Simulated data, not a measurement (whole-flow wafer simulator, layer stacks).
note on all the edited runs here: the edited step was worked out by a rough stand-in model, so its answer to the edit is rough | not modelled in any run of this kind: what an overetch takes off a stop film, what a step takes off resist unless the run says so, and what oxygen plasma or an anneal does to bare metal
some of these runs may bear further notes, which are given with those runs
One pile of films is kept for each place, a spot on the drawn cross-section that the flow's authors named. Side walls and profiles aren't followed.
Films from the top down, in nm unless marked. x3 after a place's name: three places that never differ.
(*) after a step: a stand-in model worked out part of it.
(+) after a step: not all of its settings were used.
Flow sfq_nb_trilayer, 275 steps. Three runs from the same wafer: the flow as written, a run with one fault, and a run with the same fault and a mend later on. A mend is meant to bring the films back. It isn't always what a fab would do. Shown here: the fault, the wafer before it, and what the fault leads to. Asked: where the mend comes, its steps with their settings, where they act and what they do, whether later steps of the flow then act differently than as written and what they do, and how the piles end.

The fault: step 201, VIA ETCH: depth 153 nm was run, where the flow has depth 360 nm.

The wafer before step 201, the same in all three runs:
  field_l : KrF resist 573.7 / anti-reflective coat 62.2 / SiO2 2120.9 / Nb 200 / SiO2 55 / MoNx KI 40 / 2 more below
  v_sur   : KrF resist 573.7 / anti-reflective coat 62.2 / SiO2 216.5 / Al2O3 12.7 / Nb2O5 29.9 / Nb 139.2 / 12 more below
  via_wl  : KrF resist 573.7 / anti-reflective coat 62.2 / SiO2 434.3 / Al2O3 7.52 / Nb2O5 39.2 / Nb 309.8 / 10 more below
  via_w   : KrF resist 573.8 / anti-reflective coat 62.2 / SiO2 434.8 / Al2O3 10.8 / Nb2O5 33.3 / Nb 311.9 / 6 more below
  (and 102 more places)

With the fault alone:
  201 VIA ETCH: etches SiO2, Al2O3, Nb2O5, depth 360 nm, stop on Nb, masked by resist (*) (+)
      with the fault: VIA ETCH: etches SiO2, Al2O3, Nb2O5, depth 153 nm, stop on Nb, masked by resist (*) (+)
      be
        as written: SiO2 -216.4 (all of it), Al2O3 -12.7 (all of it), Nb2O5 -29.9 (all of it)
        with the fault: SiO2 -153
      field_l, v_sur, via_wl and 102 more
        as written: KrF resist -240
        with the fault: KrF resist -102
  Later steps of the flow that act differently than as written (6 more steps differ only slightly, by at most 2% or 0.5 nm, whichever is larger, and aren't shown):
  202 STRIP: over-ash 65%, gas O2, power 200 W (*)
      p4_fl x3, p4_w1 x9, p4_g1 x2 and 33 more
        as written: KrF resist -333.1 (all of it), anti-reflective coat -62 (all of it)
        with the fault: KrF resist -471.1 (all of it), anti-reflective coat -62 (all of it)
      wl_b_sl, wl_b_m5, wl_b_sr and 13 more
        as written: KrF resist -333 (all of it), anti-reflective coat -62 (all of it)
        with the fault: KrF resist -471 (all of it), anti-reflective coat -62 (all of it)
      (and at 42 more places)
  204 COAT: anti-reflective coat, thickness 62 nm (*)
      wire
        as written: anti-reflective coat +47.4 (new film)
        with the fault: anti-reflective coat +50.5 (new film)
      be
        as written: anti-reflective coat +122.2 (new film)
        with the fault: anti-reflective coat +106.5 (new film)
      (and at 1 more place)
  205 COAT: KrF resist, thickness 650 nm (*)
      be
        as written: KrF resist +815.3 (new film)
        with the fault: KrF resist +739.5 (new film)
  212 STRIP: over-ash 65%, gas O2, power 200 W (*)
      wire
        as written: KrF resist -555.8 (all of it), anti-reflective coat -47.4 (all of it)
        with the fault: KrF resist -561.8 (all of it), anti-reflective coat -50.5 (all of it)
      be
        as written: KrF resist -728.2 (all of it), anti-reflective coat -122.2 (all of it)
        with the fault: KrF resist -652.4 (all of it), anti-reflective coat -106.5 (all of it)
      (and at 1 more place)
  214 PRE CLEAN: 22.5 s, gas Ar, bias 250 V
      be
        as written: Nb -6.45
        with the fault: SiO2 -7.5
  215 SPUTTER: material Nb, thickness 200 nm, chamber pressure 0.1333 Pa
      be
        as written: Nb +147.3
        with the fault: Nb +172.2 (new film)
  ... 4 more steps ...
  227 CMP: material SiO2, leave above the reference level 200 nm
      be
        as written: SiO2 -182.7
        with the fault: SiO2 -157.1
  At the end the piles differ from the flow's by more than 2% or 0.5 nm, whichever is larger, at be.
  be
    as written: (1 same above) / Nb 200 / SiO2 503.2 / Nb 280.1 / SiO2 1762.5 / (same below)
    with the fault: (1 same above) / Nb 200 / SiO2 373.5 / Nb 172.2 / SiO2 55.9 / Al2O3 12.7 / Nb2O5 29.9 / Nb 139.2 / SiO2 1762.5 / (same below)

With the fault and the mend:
  The mend comes after step 202.
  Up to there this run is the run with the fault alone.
  202a COAT: anti-reflective coat, thickness 62 nm (*) (the flow's step 194 once more)
      p4_fl x3, p4_w1 x9, p4_g1 x2 and 50 more
        anti-reflective coat +62 (new film)
      field_l, v_sur, via_wl, wl_a_sl, wl_a_m6, wl_a_sr, wl_g_sr
        anti-reflective coat +61.9 (new film)
      lsp_r, l0_sur, l0v
        anti-reflective coat +62.1 (new film)
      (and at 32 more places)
  202b COAT: KrF resist, thickness 650 nm (the flow's step 195 once more)
      p4_fl x3, p4_w1 x9, p4_g1 x2 and 33 more
        KrF resist +650 (new film)
      wl_b_m5, wl_b_sr, wl_c_sl and 12 more
        KrF resist +649.9 (new film)
      field_l, wl_b_sl, wl_g_m5
        KrF resist +649.8 (new film)
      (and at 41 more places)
  202c SOFTBAKE: KrF resist (the flow's step 196 once more)
      changes no film at any place that is followed
  202d EXPOSE: photomask I5, dose 12.41 mJ/cm2, NA 0.6, wavelength 248 nm (*) (the flow's step 197 once more)
      changes no film at any place that is followed
  202e PEB: KrF resist, 90 s (the flow's step 198 once more)
      field_l, v_sur, via_wl and 83 more
        KrF resist -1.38
      via_wr, via_sp, via_v, wire, gap
        KrF resist -1.37
      ce_l, moat, field_r, wl_jj
        KrF resist -1.39
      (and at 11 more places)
  202f DEVELOP: KrF resist, thickness 650 nm, 60 s (the flow's step 199 once more)
      field_l, v_sur, via_wl and 102 more
        KrF resist -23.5
      be
        KrF resist -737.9 (all of it)
  202g VIA ETCH: etches anti-reflective coat, depth 125 nm, masked by resist (+) (the flow's step 200 once more)
      field_l, v_sur, via_wl and 102 more
        KrF resist -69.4
      be
        anti-reflective coat -106.5 (all of it), SiO2 -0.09
  202h VIA ETCH: etches SiO2, Al2O3, Nb2O5, depth 207 nm, stop on Nb, masked by resist (*) (+) (the flow's step 201 once more, with other settings)
      field_l, v_sur, via_wl and 102 more
        KrF resist -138
      be
        SiO2 -63.3 (all of it), Al2O3 -12.7 (all of it), Nb2O5 -29.9 (all of it)
  202i STRIP: over-ash 65%, gas O2, power 200 W (*) (the flow's step 202 once more)
      p4_fl x3, p4_w1 x9, p4_g1 x2 and 33 more
        KrF resist -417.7 (all of it), anti-reflective coat -62 (all of it)
      wl_b_sl, wl_b_m5, wl_b_sr and 7 more
        KrF resist -417.5 (all of it), anti-reflective coat -62 (all of it)
      wl_c_sr, wl_d_sl, wl_d_m1, wl_d_sr, wl_e_sl, wl_e_m5, wl_e_sr
        KrF resist -417.6 (all of it), anti-reflective coat -62 (all of it)
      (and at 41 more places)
  No later step of the flow acts differently than as written at any place that is followed.
  At the end the piles are the same as the flow's at every place that both follow.
